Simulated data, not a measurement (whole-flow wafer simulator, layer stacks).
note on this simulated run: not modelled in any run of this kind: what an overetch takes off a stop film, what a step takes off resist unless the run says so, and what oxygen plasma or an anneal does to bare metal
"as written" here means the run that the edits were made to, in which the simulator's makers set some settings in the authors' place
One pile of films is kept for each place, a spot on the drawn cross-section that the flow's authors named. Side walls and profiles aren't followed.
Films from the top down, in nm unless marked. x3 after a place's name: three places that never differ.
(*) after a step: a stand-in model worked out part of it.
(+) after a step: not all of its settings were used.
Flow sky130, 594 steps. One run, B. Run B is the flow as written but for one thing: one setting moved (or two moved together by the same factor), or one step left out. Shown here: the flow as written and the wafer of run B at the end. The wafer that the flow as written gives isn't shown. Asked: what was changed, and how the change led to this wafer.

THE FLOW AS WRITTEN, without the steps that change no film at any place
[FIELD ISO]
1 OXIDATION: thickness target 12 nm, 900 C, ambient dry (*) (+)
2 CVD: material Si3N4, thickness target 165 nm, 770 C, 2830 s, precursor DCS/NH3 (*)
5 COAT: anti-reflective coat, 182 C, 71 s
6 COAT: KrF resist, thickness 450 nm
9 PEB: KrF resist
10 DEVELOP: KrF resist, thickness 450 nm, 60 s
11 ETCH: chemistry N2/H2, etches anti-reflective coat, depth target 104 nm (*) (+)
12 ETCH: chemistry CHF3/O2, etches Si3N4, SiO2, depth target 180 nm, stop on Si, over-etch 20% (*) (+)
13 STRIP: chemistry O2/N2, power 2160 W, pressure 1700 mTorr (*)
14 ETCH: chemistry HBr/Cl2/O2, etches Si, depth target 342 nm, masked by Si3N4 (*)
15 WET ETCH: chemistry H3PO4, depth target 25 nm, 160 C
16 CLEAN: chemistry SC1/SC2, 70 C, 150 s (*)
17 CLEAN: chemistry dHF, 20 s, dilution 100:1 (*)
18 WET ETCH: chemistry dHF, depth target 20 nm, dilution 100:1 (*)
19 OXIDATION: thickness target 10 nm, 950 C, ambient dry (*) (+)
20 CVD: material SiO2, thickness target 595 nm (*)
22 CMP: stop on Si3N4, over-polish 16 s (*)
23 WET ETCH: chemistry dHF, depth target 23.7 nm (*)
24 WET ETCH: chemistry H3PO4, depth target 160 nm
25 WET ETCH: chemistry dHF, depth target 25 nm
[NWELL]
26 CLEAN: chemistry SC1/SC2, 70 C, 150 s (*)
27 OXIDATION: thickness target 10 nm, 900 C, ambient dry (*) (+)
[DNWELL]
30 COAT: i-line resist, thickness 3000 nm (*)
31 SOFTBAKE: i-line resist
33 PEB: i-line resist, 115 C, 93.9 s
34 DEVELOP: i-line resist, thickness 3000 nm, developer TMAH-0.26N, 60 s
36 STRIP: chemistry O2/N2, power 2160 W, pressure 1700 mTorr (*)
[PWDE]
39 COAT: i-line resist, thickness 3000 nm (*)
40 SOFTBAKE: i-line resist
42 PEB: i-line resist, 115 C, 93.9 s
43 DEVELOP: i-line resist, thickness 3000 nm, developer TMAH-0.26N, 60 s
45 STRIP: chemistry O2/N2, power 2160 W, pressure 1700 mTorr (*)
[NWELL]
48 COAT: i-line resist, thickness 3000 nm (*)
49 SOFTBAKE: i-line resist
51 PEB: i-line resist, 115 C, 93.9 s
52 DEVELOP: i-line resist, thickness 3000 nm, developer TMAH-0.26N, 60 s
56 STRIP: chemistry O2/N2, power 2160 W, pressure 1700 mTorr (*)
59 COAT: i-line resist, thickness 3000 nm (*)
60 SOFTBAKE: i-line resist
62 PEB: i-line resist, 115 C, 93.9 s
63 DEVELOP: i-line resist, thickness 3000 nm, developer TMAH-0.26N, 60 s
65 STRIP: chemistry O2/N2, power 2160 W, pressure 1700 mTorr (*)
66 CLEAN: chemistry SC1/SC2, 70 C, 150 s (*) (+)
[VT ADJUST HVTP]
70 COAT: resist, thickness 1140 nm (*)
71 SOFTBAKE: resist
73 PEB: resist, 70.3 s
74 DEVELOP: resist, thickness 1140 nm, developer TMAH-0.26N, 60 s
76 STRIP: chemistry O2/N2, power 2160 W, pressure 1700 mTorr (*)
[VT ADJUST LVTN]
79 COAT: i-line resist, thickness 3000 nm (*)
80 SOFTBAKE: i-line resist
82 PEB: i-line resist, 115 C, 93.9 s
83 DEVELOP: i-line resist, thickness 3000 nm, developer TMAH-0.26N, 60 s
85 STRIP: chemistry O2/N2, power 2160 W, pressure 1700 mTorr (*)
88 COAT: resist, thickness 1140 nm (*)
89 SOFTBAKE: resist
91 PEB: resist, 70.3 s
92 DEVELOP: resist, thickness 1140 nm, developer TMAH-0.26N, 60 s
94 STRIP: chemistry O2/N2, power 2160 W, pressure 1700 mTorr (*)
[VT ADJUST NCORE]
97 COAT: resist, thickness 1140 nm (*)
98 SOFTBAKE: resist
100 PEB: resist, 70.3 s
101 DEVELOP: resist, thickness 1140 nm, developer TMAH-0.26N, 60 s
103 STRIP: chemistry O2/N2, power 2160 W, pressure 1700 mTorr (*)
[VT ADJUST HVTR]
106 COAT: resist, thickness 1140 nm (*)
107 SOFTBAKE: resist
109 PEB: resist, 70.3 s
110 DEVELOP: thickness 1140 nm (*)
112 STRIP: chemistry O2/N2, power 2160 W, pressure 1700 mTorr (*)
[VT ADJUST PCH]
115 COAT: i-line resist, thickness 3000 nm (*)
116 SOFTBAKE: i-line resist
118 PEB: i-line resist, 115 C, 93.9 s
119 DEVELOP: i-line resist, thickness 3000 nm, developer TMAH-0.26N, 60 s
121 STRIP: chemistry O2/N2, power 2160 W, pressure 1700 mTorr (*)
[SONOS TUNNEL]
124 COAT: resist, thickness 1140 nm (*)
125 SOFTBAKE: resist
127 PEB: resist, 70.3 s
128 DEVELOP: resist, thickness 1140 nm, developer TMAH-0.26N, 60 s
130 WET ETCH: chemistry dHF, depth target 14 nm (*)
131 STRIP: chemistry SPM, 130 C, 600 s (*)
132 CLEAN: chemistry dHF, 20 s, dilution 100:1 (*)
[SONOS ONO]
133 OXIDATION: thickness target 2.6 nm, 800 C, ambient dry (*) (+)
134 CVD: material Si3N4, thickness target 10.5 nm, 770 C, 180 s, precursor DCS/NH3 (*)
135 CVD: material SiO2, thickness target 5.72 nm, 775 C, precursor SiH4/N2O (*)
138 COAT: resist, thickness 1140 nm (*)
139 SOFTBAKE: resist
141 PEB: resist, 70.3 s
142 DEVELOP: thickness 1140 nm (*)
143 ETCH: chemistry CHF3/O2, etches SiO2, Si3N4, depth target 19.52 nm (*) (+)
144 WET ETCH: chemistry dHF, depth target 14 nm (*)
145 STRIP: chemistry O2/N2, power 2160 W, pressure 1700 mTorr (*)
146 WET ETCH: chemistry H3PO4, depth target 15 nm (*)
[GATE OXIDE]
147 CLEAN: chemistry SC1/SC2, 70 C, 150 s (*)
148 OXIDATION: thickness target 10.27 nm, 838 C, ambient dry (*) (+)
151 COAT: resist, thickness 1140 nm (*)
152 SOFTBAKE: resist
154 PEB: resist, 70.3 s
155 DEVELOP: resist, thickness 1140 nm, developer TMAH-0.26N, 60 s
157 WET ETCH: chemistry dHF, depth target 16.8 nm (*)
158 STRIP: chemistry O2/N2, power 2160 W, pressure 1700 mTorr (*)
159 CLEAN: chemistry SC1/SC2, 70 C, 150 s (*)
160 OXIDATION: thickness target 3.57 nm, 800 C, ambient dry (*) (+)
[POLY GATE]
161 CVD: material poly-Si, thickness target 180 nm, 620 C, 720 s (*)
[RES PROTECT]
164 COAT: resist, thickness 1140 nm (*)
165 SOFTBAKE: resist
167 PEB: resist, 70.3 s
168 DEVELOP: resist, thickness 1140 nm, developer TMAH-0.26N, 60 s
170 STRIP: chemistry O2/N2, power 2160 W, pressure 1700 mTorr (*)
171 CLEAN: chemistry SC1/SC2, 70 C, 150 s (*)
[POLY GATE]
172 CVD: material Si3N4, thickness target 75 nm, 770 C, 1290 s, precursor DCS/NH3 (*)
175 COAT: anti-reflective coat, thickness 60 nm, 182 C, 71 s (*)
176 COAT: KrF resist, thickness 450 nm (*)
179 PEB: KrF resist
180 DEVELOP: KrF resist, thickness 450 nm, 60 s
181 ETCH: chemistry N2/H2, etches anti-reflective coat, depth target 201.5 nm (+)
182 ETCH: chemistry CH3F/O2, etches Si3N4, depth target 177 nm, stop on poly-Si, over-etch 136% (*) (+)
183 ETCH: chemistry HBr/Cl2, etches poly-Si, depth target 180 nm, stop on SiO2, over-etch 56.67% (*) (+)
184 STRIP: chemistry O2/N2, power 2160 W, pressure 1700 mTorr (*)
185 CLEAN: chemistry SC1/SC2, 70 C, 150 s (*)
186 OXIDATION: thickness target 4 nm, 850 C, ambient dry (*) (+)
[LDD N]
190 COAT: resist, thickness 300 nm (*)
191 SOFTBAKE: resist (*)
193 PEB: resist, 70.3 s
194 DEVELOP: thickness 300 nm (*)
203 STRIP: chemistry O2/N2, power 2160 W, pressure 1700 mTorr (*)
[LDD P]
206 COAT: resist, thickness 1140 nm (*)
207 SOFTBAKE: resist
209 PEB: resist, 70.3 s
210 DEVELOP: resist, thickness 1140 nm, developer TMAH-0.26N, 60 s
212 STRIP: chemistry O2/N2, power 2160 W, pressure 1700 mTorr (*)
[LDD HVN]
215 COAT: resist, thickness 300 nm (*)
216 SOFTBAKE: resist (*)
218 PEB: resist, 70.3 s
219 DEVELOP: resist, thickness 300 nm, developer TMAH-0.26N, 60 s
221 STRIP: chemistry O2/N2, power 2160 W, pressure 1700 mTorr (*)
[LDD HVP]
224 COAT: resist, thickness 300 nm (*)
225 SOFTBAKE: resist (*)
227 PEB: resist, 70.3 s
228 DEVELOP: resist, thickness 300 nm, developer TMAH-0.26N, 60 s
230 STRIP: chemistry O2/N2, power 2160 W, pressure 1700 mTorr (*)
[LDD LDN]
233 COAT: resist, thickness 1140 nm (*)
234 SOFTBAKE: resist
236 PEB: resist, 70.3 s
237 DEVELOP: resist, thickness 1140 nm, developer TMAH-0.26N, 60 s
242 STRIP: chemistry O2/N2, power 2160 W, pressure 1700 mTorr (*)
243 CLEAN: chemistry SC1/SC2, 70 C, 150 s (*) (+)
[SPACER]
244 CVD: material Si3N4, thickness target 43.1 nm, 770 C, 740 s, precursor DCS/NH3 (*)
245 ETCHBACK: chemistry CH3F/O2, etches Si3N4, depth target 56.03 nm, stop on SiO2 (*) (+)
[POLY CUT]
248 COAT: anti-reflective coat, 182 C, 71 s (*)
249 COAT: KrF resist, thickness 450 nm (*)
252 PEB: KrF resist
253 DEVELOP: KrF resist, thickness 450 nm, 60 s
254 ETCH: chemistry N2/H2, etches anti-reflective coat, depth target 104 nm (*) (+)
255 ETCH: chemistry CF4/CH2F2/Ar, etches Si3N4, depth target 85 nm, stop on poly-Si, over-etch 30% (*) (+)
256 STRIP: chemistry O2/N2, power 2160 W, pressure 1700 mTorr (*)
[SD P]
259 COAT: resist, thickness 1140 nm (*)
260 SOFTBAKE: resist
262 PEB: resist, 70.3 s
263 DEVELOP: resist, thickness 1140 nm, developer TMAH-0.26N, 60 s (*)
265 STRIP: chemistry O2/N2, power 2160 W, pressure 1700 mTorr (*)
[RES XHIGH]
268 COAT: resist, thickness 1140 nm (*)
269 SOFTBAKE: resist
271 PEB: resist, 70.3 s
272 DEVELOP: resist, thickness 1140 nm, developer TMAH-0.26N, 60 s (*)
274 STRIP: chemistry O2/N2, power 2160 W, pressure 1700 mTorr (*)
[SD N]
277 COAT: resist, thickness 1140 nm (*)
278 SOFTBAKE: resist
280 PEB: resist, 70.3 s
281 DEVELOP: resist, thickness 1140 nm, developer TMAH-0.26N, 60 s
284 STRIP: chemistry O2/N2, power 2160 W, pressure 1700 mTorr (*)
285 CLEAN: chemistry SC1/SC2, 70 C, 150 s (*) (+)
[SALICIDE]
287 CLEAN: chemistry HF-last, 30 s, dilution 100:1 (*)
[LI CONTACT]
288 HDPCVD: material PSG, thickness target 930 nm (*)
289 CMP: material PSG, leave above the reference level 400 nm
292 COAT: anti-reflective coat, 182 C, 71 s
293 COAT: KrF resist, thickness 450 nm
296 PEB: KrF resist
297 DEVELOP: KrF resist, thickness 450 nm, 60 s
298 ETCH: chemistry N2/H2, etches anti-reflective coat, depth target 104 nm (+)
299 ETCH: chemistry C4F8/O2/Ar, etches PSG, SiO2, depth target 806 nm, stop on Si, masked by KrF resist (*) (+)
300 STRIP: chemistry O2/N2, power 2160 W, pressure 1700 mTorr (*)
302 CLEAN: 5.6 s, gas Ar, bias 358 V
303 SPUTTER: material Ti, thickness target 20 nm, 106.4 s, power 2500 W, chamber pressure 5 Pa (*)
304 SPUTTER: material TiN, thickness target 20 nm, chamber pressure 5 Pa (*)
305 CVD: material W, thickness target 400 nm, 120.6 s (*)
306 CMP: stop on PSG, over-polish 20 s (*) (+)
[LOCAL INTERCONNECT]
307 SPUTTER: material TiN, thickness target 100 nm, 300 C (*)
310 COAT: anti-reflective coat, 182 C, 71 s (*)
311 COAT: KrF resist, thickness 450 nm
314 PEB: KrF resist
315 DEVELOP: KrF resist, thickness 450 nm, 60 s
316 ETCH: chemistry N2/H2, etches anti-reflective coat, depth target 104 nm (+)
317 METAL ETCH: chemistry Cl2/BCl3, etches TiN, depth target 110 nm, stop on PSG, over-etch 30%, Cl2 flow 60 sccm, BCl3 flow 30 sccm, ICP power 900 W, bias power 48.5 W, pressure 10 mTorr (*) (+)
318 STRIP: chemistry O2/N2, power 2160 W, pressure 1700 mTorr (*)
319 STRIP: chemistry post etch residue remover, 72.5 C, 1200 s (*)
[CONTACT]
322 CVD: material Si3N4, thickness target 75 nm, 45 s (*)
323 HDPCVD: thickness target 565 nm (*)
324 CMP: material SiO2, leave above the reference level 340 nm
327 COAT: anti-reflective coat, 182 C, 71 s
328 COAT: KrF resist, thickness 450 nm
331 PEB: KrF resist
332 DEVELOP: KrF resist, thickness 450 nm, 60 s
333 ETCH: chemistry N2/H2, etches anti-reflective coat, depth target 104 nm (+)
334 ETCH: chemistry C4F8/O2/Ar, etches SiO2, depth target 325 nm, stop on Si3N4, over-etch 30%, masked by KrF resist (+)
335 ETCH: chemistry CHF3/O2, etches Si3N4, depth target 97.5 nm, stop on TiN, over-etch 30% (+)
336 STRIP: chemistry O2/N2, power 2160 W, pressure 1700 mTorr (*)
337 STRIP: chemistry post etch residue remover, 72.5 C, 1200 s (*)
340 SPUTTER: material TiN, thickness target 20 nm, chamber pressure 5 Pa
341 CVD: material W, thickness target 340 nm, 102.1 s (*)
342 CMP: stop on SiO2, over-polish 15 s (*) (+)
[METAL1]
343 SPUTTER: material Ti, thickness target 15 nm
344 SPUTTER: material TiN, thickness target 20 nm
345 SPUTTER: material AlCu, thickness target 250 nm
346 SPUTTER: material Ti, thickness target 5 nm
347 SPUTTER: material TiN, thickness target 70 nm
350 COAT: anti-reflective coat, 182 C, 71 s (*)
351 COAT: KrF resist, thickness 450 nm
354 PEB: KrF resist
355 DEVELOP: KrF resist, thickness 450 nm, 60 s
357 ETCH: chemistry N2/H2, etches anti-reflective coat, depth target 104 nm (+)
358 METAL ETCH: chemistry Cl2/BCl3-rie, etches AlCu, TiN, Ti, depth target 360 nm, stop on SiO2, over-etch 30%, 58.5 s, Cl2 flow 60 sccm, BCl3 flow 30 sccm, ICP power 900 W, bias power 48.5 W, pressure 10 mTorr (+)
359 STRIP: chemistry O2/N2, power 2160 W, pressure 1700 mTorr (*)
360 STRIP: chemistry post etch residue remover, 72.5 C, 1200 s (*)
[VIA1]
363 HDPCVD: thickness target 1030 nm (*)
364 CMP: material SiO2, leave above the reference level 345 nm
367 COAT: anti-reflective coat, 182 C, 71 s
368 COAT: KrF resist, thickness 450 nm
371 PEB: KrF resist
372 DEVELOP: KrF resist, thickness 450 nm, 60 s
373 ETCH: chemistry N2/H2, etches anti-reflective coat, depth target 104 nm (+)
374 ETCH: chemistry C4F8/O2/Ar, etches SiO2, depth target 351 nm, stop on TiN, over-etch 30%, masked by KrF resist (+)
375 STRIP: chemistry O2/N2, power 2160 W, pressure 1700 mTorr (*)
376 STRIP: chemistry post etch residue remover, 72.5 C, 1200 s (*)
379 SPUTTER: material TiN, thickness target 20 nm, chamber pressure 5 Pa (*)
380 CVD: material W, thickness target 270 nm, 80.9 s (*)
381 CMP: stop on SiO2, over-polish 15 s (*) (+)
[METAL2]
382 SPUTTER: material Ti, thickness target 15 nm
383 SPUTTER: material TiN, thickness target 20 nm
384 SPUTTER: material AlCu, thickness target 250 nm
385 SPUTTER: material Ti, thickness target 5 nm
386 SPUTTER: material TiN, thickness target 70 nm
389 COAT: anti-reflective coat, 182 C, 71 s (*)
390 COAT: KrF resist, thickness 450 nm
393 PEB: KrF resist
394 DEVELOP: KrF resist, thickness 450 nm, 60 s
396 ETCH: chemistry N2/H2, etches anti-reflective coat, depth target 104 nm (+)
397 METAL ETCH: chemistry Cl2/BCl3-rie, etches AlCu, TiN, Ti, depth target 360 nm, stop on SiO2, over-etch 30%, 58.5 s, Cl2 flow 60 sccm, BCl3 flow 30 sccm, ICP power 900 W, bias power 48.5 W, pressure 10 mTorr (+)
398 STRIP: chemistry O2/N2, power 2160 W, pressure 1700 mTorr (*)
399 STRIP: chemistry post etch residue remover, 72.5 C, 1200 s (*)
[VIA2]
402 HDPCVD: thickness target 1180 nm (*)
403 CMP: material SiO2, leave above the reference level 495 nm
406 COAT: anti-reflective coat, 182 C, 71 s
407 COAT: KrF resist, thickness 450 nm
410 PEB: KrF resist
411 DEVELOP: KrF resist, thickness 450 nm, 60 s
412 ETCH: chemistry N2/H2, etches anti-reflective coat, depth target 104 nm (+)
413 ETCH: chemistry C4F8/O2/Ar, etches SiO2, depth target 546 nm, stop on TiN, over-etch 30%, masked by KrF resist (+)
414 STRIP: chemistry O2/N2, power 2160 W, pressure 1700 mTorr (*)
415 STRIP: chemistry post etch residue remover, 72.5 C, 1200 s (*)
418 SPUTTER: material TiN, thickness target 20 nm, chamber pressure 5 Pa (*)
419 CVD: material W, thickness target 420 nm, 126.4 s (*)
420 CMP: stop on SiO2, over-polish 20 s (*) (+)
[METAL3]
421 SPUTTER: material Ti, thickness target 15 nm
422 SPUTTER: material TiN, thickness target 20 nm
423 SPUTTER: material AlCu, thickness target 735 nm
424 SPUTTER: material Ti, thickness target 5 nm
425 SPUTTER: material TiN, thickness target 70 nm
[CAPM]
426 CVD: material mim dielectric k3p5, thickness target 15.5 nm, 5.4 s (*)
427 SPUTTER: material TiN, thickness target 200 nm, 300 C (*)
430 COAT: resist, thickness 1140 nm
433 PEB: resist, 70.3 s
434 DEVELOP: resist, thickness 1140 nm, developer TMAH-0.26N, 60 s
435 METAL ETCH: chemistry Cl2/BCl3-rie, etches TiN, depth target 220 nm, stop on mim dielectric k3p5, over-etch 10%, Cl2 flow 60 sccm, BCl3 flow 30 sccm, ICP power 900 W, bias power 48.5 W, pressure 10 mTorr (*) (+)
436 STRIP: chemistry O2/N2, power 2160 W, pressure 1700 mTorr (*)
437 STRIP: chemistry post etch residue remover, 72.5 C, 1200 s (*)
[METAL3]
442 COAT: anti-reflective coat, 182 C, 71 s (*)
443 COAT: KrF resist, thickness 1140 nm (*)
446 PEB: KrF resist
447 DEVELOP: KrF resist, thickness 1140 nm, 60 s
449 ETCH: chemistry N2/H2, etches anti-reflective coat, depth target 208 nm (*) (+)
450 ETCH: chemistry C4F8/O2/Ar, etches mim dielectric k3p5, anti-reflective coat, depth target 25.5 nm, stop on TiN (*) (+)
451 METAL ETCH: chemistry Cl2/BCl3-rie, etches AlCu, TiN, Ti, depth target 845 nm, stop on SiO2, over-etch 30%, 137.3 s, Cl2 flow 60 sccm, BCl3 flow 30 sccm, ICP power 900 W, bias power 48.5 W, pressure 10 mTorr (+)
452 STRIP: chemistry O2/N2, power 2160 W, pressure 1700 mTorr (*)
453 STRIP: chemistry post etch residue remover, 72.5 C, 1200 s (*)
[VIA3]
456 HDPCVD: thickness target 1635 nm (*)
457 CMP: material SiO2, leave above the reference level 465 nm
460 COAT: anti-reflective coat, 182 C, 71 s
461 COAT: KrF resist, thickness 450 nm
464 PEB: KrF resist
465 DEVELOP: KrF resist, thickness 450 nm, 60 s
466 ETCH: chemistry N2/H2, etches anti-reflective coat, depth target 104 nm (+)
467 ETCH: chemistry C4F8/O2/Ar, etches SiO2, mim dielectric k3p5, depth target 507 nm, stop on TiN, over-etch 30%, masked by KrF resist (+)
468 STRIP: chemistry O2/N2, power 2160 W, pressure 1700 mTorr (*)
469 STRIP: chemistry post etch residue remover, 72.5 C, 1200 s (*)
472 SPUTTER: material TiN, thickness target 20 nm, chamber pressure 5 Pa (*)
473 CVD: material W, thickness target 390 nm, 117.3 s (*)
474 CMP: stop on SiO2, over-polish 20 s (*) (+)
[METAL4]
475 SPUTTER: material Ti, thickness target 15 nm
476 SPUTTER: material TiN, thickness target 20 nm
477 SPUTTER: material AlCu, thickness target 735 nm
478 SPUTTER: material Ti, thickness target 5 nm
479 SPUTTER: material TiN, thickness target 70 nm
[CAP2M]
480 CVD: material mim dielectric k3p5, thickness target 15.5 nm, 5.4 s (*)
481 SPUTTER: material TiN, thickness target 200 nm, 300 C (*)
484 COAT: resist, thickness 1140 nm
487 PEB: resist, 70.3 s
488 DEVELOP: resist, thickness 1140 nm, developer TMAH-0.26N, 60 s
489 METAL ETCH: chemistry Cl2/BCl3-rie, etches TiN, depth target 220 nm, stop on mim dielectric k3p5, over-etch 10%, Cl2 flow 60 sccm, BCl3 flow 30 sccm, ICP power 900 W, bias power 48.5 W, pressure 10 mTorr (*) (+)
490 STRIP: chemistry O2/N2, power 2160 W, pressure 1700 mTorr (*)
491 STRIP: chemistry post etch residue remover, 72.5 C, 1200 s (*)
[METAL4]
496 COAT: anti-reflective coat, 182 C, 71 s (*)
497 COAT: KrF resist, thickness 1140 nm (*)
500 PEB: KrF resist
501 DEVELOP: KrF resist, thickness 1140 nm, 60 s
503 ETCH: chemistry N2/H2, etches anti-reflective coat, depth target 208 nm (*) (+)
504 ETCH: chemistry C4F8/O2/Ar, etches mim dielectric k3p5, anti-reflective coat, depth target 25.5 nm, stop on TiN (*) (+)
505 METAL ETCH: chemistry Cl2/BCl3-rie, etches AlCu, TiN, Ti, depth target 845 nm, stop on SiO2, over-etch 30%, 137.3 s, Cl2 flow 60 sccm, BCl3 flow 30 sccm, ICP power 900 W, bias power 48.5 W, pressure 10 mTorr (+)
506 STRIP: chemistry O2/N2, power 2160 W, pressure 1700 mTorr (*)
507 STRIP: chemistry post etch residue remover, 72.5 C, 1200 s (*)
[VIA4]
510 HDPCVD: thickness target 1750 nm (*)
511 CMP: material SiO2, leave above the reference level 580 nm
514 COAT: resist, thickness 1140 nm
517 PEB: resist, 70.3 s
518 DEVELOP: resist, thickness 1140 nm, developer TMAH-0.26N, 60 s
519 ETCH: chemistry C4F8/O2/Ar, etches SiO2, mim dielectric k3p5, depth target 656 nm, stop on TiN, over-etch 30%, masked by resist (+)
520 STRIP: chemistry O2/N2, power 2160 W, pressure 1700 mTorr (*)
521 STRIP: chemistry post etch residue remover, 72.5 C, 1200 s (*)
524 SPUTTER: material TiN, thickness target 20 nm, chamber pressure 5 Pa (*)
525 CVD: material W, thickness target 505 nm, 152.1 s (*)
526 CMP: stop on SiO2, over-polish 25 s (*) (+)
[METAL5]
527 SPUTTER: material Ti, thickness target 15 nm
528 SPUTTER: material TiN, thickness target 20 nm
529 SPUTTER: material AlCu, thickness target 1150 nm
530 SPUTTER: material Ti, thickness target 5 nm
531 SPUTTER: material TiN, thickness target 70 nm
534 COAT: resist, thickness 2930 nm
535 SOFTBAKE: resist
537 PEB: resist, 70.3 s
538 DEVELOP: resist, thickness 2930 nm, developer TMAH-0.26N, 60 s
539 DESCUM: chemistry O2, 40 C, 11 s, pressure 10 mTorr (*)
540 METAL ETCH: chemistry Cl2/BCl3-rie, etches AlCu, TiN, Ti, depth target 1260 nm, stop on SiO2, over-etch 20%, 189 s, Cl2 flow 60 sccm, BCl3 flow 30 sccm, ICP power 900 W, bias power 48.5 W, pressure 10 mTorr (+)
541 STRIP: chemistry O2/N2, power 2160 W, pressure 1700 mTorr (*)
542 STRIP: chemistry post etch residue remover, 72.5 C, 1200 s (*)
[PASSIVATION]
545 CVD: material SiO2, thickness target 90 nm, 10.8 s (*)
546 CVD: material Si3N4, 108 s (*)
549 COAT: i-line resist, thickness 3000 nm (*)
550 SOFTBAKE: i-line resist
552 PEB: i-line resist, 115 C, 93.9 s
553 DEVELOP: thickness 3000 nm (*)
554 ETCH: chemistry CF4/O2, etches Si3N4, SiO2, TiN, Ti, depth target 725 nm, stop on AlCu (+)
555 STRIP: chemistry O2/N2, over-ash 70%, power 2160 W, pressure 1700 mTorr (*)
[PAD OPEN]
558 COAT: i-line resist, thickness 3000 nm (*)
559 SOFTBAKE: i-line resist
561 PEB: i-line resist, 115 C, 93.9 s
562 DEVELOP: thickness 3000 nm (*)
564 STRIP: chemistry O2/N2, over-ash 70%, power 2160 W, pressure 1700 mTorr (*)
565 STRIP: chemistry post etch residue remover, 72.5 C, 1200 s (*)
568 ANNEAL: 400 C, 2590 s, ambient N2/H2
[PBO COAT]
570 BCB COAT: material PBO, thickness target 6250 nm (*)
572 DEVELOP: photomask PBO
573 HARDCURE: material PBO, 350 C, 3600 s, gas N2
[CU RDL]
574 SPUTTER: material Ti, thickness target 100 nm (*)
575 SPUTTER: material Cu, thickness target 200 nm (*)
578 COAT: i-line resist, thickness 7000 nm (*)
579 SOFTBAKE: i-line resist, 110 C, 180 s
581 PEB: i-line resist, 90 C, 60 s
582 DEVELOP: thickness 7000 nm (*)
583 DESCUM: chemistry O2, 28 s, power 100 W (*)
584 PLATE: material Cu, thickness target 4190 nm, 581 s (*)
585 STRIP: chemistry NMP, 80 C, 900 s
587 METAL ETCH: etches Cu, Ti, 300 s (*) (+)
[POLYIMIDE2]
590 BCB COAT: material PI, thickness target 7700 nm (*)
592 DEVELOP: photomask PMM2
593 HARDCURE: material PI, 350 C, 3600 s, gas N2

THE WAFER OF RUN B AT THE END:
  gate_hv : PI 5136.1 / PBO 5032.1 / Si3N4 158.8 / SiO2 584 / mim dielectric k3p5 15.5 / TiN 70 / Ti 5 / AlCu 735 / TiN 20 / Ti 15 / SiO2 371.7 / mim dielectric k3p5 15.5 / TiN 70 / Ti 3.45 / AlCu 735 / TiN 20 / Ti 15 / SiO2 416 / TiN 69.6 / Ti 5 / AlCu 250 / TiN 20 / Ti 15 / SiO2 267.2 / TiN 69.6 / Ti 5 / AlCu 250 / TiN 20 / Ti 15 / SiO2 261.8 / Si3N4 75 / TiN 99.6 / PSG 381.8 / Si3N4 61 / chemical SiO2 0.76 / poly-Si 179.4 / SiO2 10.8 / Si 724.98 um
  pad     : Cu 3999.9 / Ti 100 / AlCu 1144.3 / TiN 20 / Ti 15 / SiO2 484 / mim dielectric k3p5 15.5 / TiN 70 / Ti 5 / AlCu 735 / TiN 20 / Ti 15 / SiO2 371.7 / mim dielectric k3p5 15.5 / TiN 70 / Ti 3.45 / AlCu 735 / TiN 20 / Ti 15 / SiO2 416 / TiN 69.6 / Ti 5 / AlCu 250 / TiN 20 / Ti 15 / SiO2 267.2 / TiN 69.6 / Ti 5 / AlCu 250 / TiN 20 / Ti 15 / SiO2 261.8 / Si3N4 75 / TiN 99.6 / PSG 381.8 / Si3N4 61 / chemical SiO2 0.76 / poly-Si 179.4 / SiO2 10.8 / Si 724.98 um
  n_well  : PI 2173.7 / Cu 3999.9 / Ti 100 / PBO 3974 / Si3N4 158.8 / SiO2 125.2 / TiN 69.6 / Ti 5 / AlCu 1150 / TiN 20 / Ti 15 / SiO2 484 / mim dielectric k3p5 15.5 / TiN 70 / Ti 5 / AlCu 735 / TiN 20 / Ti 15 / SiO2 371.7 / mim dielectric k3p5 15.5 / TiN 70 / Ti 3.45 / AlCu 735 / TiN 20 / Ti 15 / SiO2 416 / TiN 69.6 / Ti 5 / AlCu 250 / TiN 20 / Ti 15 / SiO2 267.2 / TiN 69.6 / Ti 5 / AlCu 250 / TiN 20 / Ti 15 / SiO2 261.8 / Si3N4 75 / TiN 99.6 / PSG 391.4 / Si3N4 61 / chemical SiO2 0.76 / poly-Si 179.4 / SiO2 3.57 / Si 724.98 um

The cause: step 424, SPUTTER: thickness target 3.45 nm was run, where the flow has thickness target 5 nm.
It can be read off the wafer: gate_hv has Ti 3.45, and step 424 as written asks for 5 nm.

How the change led to this, step by step:
  424 SPUTTER: material Ti, thickness target 5 nm
      field, active, n_well and 188 more: Ti +3.45 (new film) (as written it would be: Ti +5 (new film))
  451 METAL ETCH: chemistry Cl2/BCl3-rie, etches AlCu, TiN, Ti, depth target 845 nm, stop on SiO2, over-etch 30%, 137.3 s, Cl2 flow 60 sccm, BCl3 flow 30 sccm, ICP power 900 W, bias power 48.5 W, pressure 10 mTorr (+)
      field, gate, spacer and 68 more: TiN -70 (all of it), Ti -3.45 (all of it), AlCu -735 (all of it), TiN -20 (all of it), Ti -15 (all of it), SiO2 -25.5 (as written it would be: TiN -70 (all of it), Ti -5 (all of it), AlCu -735 (all of it), TiN -20 (all of it), Ti -15 (all of it), SiO2 -25.4)
      active, vpp_ln, vpp_iso2 and 11 more: TiN -70 (all of it), Ti -3.45 (all of it), AlCu -735 (all of it), TiN -20 (all of it), Ti -15 (all of it), SiO2 -25.5 (as written it would be: TiN -70 (all of it), Ti -5 (all of it), AlCu -735 (all of it), TiN -20 (all of it), Ti -15 (all of it), SiO2 -25.3)
